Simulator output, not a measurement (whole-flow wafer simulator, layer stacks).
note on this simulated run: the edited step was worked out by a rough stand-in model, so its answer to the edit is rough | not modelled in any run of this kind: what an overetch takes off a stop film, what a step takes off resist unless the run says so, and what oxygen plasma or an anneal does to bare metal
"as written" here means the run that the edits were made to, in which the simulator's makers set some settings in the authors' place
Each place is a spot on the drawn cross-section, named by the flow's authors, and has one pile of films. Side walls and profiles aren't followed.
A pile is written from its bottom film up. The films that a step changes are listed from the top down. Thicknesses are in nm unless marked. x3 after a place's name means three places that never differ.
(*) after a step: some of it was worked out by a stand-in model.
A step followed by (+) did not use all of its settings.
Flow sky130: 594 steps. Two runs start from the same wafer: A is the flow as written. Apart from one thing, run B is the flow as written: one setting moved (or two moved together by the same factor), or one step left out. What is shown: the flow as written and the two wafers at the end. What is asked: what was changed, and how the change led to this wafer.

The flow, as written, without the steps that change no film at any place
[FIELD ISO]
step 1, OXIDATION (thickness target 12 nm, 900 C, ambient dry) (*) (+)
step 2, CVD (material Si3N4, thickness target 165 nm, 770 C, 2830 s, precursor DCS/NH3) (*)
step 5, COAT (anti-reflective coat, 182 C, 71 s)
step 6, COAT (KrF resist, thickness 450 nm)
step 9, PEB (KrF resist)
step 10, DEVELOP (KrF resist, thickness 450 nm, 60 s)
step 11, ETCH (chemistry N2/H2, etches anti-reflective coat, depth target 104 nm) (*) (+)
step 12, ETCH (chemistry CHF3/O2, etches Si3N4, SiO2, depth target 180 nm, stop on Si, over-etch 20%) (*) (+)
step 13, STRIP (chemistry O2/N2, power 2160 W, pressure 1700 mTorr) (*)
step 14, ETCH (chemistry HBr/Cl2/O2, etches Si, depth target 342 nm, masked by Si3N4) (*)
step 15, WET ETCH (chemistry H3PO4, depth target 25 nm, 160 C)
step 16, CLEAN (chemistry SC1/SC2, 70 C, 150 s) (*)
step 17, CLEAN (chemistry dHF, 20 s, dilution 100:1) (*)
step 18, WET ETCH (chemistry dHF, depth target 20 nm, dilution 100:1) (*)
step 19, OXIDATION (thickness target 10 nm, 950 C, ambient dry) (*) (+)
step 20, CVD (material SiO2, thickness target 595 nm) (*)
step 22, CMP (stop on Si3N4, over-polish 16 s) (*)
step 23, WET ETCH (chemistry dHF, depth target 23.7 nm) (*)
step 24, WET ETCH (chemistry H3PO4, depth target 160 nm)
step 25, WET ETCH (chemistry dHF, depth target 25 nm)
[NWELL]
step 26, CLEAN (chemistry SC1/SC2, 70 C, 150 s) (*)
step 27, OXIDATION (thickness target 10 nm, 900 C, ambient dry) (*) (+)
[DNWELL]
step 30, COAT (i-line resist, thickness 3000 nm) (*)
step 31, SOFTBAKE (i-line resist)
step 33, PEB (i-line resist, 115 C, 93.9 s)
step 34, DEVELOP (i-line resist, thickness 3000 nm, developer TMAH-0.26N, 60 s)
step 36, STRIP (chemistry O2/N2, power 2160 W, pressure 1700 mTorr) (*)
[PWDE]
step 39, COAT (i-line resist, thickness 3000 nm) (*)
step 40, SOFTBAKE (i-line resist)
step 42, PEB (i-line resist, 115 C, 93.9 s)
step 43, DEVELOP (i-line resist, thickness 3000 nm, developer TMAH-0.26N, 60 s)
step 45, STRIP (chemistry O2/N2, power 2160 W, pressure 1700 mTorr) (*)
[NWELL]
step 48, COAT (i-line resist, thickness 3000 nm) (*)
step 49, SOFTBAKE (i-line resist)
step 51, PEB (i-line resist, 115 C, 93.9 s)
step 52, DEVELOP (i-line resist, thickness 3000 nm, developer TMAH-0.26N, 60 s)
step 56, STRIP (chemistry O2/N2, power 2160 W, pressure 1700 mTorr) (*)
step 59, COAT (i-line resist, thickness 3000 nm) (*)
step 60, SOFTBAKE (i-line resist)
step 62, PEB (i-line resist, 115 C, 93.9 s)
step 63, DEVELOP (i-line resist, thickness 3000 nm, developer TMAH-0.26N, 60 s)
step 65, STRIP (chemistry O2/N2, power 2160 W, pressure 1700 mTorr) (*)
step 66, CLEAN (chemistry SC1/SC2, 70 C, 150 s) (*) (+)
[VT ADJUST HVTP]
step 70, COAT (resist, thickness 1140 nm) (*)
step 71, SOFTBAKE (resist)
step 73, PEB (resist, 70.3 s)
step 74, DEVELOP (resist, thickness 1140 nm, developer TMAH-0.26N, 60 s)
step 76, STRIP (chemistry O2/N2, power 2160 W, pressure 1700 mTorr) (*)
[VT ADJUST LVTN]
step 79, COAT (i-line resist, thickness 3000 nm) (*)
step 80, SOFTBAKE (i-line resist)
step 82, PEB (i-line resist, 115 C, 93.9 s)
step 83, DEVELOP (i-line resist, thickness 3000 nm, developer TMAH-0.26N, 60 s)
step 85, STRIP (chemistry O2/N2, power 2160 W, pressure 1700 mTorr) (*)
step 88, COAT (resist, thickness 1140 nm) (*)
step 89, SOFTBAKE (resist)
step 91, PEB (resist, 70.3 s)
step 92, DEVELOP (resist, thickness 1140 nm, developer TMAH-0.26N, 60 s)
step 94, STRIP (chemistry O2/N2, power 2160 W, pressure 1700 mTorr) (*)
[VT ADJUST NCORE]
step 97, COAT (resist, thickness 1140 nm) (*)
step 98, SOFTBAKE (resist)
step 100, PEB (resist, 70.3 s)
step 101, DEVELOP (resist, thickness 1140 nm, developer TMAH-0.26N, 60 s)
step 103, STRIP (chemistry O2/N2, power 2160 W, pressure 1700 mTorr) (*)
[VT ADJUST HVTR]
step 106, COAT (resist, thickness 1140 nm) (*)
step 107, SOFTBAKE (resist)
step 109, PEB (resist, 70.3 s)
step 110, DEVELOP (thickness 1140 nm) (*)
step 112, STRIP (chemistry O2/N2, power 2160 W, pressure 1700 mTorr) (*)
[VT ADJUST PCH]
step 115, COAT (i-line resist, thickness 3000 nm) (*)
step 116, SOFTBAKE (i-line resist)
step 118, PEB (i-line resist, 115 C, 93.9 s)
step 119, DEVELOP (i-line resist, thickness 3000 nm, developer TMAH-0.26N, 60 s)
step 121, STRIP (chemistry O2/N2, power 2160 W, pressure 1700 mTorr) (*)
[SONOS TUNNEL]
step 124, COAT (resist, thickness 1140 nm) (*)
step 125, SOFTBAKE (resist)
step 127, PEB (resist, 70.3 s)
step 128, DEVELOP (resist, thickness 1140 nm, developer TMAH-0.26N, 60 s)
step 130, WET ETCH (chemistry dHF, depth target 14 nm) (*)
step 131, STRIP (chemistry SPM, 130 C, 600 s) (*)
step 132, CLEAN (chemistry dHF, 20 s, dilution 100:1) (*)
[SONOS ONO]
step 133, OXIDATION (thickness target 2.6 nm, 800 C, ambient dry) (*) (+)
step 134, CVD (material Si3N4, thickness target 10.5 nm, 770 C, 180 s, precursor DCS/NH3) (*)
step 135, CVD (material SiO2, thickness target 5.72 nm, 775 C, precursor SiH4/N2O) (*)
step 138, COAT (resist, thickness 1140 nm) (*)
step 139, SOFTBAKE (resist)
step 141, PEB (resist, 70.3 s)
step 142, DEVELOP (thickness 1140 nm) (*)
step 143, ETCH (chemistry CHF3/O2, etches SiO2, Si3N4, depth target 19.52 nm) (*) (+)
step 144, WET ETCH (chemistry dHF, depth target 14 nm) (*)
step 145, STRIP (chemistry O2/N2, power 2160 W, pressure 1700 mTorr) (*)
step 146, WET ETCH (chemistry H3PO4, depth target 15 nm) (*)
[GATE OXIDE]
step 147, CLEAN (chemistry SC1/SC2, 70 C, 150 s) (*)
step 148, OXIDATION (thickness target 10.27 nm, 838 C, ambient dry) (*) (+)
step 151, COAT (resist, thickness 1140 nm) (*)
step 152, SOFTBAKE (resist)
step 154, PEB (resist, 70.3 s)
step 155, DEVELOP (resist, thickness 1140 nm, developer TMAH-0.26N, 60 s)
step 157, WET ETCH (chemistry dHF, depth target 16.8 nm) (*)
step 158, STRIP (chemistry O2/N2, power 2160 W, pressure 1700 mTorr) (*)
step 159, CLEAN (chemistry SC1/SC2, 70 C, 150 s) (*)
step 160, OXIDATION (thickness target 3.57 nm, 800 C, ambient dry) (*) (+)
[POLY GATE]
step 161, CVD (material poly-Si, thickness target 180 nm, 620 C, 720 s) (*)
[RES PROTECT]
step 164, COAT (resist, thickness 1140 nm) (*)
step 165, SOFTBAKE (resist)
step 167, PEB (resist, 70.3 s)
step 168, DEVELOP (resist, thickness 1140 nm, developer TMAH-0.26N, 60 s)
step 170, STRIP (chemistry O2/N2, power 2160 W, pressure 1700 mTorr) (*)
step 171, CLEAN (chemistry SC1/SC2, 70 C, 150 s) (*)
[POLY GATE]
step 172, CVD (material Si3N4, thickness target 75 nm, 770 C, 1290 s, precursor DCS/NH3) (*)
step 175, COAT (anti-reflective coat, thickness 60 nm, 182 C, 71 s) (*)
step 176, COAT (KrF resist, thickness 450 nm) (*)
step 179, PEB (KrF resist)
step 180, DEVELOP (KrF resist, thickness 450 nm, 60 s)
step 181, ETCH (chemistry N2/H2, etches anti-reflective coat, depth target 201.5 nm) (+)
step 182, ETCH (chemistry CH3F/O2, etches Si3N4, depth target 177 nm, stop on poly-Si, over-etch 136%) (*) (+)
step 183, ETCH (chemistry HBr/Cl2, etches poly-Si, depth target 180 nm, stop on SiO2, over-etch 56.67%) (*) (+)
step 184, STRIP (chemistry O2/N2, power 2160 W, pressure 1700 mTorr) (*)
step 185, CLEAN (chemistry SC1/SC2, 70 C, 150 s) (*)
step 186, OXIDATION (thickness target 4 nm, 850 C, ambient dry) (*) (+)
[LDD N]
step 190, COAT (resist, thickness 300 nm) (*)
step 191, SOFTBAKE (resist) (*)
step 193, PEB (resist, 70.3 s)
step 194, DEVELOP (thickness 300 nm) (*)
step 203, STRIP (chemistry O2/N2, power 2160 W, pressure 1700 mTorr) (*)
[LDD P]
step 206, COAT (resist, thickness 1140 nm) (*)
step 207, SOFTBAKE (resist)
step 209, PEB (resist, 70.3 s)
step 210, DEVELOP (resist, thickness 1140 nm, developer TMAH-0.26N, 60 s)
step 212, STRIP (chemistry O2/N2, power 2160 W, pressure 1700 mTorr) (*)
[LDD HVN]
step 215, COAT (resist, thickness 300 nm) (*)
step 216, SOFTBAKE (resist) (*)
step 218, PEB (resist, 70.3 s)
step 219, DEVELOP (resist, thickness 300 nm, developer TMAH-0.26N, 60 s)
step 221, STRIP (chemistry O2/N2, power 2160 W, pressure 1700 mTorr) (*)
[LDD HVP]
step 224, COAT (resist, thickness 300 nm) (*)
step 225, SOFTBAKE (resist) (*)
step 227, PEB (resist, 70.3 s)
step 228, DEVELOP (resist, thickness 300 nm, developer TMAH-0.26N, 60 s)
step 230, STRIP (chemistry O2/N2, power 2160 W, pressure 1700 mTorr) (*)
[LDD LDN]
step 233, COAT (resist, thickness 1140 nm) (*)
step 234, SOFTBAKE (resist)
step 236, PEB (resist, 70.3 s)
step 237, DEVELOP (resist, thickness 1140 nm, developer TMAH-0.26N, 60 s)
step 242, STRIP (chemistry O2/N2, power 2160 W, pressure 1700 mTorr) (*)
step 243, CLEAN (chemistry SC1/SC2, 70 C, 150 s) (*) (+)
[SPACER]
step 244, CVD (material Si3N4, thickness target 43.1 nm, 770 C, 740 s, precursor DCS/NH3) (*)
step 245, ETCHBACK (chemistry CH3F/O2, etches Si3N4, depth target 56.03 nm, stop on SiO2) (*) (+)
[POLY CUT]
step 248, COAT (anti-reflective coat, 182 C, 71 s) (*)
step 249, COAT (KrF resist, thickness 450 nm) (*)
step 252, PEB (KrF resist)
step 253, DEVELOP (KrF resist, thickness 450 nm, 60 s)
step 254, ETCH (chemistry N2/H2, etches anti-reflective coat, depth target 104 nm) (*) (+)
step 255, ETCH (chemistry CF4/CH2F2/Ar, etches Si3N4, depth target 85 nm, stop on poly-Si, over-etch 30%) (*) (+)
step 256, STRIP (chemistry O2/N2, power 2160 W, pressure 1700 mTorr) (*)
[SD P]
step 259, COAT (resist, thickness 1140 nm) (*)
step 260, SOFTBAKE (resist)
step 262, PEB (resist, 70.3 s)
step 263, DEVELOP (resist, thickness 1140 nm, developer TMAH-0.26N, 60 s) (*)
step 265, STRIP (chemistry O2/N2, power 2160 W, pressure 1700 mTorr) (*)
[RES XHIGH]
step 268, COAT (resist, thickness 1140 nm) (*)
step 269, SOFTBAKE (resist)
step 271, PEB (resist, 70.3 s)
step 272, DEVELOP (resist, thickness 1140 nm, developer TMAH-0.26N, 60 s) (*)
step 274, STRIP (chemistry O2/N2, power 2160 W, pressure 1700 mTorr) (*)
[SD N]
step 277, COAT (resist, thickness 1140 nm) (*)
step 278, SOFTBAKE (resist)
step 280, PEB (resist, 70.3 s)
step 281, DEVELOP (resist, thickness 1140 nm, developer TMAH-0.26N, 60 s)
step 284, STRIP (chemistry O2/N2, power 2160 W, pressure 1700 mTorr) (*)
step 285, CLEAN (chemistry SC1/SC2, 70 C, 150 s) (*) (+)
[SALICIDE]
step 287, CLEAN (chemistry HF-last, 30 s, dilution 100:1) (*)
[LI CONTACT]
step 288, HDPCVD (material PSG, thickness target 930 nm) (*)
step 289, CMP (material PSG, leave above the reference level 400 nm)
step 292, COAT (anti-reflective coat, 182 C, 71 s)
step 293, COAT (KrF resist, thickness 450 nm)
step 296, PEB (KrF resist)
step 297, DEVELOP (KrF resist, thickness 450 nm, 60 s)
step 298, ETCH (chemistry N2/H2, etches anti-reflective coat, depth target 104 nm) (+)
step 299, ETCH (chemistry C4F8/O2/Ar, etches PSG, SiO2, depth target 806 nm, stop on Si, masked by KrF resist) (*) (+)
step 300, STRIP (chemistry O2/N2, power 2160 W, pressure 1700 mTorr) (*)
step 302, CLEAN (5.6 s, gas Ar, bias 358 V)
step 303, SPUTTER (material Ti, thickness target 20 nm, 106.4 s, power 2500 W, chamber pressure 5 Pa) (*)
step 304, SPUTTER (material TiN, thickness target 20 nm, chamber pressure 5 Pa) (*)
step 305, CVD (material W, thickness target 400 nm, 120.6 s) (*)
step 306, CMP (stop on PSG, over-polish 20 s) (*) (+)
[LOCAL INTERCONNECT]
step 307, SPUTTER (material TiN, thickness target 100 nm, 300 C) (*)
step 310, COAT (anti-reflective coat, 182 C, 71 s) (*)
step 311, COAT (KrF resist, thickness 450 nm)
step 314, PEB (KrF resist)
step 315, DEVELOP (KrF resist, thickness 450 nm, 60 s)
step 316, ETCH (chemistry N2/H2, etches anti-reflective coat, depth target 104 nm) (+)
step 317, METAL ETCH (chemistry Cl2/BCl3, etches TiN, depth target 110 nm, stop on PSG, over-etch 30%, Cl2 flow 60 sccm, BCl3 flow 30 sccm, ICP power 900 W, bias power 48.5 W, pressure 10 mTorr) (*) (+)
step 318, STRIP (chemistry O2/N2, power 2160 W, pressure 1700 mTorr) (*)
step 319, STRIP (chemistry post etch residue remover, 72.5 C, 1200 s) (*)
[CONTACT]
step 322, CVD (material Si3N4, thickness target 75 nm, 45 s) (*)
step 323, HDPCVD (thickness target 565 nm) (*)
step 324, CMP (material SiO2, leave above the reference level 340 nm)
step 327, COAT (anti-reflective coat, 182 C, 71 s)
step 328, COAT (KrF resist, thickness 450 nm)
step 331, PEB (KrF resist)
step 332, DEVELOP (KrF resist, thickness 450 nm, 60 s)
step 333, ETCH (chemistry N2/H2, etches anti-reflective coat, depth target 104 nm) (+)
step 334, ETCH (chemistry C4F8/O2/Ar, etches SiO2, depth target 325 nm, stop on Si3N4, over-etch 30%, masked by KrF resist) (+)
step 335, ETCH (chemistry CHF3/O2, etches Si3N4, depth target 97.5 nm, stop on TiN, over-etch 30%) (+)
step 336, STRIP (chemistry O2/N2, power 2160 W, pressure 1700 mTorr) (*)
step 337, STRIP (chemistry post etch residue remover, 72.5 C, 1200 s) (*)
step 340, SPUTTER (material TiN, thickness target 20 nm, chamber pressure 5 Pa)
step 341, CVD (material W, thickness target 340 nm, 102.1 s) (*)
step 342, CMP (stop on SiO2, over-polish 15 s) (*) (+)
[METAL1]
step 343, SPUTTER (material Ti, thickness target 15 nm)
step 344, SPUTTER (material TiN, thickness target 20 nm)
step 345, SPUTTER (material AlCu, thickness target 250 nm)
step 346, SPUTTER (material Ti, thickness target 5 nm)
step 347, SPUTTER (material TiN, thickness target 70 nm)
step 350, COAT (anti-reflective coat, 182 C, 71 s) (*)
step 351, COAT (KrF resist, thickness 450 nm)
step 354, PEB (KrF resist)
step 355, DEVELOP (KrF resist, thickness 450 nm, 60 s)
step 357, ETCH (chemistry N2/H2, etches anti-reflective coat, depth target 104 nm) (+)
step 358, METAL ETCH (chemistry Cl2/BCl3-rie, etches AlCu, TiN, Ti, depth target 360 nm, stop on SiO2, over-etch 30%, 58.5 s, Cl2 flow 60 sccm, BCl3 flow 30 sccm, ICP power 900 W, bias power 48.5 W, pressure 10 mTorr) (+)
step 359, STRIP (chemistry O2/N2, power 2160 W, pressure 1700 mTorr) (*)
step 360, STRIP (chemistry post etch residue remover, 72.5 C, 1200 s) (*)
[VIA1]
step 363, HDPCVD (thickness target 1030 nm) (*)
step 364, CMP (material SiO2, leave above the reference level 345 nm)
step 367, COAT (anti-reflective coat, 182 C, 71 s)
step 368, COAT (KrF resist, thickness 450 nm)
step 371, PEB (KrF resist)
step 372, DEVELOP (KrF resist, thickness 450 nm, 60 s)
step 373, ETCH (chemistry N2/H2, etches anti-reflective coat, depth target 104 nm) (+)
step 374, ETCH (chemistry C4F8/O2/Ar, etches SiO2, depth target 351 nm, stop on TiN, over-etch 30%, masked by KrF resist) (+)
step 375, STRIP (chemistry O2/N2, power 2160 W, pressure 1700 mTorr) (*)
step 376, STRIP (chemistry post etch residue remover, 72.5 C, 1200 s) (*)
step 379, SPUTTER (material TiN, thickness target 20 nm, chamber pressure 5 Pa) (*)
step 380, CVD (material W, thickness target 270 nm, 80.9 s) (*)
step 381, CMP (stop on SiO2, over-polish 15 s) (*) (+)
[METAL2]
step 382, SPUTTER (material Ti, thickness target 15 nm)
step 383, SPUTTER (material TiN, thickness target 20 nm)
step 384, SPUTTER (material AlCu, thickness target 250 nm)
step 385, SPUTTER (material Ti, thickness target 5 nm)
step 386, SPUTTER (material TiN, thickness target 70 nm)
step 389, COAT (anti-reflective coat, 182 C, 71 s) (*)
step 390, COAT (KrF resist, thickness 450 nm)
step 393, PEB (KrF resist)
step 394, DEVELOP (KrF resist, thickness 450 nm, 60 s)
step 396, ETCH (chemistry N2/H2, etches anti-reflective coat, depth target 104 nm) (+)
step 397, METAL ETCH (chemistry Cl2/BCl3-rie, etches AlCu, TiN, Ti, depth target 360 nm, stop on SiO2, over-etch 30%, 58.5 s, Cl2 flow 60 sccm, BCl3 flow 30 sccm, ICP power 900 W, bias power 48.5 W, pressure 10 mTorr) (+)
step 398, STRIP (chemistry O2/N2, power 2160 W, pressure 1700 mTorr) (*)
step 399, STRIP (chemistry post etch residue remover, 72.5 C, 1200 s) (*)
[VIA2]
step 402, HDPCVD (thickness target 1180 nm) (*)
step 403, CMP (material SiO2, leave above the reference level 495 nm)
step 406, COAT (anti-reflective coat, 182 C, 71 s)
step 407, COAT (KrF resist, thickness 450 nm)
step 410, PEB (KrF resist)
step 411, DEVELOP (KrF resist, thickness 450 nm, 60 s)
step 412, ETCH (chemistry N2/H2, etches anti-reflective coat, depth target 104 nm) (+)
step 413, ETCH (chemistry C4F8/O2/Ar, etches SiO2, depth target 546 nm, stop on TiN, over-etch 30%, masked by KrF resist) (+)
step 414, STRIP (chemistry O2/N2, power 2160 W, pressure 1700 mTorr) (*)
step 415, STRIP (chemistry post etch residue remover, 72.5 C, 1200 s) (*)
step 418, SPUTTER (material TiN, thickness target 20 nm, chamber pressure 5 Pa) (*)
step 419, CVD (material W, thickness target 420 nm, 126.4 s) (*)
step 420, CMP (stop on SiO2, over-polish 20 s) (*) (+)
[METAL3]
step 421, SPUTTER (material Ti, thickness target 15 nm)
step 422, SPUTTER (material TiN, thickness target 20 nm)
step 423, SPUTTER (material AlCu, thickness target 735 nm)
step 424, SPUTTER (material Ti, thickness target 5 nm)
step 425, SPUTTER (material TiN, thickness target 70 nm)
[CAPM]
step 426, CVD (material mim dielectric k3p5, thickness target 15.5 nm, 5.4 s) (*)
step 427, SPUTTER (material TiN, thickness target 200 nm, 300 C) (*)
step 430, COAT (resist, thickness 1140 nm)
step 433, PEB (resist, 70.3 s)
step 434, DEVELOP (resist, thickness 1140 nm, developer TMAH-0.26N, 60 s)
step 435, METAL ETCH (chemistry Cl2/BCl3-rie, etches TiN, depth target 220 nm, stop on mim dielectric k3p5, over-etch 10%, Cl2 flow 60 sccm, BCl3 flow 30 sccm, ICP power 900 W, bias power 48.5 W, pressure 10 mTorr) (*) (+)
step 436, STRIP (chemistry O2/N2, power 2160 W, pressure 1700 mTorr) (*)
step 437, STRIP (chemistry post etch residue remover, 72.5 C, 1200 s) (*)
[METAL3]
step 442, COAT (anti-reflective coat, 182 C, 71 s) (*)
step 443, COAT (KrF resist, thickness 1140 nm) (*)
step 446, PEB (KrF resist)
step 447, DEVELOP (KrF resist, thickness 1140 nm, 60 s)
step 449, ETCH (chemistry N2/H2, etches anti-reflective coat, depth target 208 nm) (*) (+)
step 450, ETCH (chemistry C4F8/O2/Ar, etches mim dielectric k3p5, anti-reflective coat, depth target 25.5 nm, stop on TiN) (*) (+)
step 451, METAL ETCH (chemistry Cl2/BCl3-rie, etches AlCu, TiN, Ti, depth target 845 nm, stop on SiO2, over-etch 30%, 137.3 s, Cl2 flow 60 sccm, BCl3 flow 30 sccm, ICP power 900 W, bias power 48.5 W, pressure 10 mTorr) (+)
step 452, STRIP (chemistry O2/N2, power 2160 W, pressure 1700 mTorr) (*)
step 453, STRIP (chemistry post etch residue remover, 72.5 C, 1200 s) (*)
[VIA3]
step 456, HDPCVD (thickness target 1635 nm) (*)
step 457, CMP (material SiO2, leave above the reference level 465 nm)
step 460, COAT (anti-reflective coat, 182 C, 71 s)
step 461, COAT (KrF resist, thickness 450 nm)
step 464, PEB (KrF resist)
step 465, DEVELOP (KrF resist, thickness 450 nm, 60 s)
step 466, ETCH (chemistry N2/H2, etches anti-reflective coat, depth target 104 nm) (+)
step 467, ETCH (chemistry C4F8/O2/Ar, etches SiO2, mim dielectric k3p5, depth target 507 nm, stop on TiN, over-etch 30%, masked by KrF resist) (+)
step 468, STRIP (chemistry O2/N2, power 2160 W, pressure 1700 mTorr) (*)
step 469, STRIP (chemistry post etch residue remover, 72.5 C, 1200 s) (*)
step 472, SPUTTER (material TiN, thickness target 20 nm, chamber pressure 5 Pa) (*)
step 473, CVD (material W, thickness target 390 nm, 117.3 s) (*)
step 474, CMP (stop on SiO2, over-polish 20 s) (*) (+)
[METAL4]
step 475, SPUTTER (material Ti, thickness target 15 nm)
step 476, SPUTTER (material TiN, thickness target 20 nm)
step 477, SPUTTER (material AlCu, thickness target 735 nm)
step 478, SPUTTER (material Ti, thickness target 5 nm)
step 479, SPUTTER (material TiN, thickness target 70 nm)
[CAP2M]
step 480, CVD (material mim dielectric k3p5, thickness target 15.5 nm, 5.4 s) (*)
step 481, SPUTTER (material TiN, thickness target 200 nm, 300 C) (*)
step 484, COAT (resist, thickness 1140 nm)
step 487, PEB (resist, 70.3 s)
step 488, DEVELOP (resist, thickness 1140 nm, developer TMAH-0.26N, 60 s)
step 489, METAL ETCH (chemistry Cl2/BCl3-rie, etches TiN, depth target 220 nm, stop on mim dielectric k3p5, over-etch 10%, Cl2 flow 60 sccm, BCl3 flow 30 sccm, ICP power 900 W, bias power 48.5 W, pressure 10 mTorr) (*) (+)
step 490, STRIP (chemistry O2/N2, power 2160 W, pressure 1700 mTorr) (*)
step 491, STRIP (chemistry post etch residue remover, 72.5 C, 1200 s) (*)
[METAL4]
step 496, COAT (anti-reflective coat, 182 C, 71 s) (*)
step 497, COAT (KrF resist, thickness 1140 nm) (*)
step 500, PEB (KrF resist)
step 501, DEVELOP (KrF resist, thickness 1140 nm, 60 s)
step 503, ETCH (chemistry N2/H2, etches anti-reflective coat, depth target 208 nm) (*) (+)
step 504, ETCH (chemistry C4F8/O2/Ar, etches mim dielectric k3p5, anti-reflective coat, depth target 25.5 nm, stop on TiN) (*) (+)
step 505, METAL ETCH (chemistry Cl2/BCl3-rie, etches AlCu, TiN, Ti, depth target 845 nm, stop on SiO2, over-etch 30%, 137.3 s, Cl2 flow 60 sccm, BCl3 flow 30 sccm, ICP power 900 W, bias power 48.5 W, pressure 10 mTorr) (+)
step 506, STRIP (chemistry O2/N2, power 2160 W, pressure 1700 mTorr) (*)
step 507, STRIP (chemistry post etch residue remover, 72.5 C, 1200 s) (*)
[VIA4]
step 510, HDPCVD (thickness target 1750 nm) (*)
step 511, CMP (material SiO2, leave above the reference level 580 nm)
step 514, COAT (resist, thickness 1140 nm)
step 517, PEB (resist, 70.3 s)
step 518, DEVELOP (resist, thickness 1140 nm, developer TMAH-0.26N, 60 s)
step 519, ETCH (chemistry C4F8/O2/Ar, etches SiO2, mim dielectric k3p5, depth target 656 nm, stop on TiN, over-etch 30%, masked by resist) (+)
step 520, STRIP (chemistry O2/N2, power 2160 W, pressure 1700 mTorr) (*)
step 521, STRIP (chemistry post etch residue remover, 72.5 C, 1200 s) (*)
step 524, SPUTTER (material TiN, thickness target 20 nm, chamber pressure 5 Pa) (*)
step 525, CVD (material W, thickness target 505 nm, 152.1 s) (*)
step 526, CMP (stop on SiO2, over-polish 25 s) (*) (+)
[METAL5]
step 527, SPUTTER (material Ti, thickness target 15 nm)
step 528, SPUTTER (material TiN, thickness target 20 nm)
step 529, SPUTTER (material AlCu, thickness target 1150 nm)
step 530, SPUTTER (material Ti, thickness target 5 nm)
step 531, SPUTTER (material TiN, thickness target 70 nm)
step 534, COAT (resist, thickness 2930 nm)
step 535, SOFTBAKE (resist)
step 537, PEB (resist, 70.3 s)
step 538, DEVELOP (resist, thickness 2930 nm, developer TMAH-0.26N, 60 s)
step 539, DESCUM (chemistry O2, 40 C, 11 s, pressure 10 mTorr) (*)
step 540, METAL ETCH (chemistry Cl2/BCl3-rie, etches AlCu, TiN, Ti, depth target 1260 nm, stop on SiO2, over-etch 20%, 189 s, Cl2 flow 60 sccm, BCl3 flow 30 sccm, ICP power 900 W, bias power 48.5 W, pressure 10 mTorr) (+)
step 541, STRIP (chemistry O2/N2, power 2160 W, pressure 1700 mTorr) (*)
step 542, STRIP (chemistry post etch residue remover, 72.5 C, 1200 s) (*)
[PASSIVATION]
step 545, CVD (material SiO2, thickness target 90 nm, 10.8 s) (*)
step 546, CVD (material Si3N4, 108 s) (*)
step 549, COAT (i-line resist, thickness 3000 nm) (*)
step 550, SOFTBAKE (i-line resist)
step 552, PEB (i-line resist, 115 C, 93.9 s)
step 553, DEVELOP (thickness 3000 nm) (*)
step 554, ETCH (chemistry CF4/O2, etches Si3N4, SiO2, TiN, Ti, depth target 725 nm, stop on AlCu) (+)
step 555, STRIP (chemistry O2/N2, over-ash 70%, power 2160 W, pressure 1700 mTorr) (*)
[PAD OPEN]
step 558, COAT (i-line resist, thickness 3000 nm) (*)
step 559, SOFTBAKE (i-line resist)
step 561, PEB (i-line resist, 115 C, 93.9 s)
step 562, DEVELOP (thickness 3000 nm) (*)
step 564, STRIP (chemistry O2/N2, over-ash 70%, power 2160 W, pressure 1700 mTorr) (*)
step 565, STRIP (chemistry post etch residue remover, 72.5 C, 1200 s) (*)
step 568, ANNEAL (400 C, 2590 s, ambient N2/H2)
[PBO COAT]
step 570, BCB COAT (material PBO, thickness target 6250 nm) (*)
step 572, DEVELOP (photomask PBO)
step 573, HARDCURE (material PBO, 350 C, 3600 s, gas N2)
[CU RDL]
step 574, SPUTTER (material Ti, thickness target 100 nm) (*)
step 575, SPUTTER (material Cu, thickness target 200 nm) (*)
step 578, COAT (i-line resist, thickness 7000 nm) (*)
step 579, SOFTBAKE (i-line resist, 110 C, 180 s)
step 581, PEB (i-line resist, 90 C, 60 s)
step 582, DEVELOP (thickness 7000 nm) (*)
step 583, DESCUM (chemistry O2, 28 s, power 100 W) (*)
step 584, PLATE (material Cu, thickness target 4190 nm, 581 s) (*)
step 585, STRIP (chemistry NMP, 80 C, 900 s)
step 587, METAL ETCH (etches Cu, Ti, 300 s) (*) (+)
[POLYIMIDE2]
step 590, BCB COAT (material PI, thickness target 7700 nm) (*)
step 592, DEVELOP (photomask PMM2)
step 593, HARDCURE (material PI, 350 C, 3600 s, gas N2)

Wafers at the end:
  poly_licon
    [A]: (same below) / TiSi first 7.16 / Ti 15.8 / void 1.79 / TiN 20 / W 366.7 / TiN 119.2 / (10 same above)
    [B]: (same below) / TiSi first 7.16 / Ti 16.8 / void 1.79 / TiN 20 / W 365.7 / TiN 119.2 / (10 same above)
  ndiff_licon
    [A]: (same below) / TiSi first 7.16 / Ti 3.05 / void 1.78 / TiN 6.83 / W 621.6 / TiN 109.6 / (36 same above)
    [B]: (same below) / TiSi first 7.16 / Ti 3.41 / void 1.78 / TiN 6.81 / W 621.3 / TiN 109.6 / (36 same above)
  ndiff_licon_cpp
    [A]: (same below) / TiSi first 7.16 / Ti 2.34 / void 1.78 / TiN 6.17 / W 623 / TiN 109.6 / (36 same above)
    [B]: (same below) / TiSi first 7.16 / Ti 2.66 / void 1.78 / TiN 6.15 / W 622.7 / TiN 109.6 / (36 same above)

What caused this: step 303, SPUTTER: 111.7 s was run, though the flow has 106.4 s.

How this came from the change, step by step:
  step 303, SPUTTER (material Ti, thickness target 20 nm, 106.4 s, power 2500 W, chamber pressure 5 Pa) (*)
      field, active, n_well and 185 more: A Ti gains 20 (new film) | B Ti gains 21 (new film)
  step 306, CMP (stop on PSG, over-polish 20 s) (*) (+)
      field, active, n_well and 184 more: A W loses 400 (all of it), TiN loses 20 (all of it), Ti loses 20 (all of it), PSG loses 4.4 | B W loses 400 (all of it), TiN loses 20 (all of it), Ti loses 21 (all of it), PSG loses 4.4
      poly_licon: A W loses 33.3 | B W loses 34.3
